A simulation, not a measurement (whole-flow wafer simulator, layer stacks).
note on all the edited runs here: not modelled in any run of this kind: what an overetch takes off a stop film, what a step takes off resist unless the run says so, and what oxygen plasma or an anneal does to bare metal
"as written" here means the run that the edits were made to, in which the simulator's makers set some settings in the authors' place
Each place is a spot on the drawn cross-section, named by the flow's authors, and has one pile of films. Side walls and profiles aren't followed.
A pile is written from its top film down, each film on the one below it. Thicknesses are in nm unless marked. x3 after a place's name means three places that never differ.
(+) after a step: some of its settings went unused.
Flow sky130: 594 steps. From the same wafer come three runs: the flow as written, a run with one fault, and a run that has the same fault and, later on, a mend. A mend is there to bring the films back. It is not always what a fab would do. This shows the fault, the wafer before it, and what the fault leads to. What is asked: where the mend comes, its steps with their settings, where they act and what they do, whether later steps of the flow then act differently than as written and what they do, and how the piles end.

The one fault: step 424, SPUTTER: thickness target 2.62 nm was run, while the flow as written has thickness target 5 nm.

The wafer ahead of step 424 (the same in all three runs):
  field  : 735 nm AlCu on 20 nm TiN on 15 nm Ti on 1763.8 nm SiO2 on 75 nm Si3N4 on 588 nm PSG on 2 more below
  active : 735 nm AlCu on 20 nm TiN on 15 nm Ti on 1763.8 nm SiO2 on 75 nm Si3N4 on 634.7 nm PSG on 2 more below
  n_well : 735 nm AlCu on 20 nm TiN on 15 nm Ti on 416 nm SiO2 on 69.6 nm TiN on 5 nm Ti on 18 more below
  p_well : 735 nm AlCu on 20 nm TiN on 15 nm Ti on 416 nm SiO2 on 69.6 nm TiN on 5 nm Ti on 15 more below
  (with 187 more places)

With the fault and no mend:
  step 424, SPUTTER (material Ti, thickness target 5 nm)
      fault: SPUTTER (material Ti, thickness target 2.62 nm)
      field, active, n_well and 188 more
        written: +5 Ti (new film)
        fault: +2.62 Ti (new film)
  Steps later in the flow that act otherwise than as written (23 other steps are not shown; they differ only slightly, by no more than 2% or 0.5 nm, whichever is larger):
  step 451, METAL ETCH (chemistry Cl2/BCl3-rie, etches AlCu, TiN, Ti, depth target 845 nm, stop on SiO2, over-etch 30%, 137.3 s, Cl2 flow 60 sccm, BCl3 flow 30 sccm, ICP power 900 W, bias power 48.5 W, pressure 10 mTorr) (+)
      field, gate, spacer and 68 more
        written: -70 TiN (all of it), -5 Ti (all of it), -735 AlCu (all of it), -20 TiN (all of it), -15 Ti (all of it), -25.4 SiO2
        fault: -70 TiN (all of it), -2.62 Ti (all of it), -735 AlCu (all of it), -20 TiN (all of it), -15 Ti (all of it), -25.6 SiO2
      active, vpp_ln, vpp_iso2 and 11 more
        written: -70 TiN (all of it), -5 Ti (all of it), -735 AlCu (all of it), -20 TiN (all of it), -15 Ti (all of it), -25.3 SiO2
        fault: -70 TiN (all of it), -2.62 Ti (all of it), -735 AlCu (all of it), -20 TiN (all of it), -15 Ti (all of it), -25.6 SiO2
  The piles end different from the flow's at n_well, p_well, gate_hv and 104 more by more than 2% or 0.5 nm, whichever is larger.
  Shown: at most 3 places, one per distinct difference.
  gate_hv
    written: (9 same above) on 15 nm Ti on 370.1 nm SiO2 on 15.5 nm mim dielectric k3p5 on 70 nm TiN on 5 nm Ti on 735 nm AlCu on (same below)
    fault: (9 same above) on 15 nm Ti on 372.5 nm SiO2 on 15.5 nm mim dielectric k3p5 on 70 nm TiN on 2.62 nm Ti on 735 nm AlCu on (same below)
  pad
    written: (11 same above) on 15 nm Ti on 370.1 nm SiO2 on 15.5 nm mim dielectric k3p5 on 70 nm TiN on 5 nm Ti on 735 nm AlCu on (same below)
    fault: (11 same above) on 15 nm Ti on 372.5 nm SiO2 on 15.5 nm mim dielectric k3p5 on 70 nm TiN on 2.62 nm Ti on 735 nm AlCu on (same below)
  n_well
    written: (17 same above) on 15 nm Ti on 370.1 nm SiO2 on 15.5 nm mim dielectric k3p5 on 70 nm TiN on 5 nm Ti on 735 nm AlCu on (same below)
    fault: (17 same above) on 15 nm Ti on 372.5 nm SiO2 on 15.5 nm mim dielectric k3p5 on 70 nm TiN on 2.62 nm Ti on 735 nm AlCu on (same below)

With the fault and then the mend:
  After step 424 comes the mend.
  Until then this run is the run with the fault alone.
  step 424a, SPUTTER (material Ti, thickness target 2.38 nm) (a further turn of the flow's step 424, with different settings)
      field, active, n_well and 188 more
        +2.38 Ti
  Every later step of the flow that is run acts as written at every place that is followed.
  By the end, the piles equal the flow's at every place that both follow.
